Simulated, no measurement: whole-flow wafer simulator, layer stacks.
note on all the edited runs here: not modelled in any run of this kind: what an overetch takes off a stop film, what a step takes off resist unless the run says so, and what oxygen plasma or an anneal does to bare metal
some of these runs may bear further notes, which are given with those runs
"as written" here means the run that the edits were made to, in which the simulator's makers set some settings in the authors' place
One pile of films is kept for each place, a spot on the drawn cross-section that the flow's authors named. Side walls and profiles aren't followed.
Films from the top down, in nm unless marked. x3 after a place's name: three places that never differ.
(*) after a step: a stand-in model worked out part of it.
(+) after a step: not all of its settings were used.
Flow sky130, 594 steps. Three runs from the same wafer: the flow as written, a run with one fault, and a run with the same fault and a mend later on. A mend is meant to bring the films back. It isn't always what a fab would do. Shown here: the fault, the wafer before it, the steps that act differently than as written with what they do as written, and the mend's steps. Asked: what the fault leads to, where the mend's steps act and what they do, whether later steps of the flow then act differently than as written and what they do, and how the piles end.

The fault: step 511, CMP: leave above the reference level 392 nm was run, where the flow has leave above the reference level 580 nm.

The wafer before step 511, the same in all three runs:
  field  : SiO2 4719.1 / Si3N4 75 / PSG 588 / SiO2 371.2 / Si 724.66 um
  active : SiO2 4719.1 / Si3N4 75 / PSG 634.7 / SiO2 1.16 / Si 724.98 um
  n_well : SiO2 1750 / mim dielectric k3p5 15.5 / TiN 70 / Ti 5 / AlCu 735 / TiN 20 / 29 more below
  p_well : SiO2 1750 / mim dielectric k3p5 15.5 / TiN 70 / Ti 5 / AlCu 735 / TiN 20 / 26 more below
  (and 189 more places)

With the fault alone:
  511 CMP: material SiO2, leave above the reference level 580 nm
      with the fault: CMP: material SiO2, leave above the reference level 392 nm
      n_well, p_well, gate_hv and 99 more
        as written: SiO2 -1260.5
        with the fault: SiO2 -1448.5
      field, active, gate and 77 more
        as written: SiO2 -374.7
        with the fault: SiO2 -562.7
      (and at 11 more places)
  Later steps of the flow that act differently than as written:
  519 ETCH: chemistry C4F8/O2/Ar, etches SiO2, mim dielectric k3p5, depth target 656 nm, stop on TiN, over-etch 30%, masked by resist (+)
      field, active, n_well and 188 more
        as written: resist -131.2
        with the fault: resist -82.6
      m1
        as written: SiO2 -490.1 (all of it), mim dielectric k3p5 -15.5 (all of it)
        with the fault: SiO2 -302.1 (all of it), mim dielectric k3p5 -15.5 (all of it)
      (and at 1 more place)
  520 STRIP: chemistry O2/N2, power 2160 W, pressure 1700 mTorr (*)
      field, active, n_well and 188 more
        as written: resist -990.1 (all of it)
        with the fault: resist -1038.7 (all of it)
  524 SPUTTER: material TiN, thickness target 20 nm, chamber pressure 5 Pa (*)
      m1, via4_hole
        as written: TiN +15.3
        with the fault: TiN +16.7
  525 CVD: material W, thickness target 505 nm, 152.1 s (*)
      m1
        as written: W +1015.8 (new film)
        with the fault: W +629.6 (new film)
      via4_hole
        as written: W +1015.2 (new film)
        with the fault: W +630.7 (new film)
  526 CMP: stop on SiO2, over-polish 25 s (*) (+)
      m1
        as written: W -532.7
        with the fault: W -335.9
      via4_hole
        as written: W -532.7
        with the fault: W -337.7
  At the end the piles differ from the flow's by more than 2% or 0.5 nm, whichever is larger, at field, active, n_well and 190 more.
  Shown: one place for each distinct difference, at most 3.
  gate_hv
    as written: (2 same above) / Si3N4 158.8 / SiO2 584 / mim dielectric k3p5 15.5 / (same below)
    with the fault: (2 same above) / Si3N4 158.8 / SiO2 396 / mim dielectric k3p5 15.5 / (same below)
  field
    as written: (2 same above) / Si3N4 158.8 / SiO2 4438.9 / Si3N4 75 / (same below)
    with the fault: (2 same above) / Si3N4 158.8 / SiO2 4250.9 / Si3N4 75 / (same below)
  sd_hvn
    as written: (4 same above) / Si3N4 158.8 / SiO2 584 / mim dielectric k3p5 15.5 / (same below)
    with the fault: (4 same above) / Si3N4 158.8 / SiO2 396 / mim dielectric k3p5 15.5 / (same below)

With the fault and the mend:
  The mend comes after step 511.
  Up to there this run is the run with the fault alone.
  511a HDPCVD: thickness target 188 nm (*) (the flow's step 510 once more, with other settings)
      field, active, n_well and 190 more
        SiO2 +188
  No later step of the flow acts differently than as written at any place that is followed.
  At the end the piles are the same as the flow's at every place that both follow.
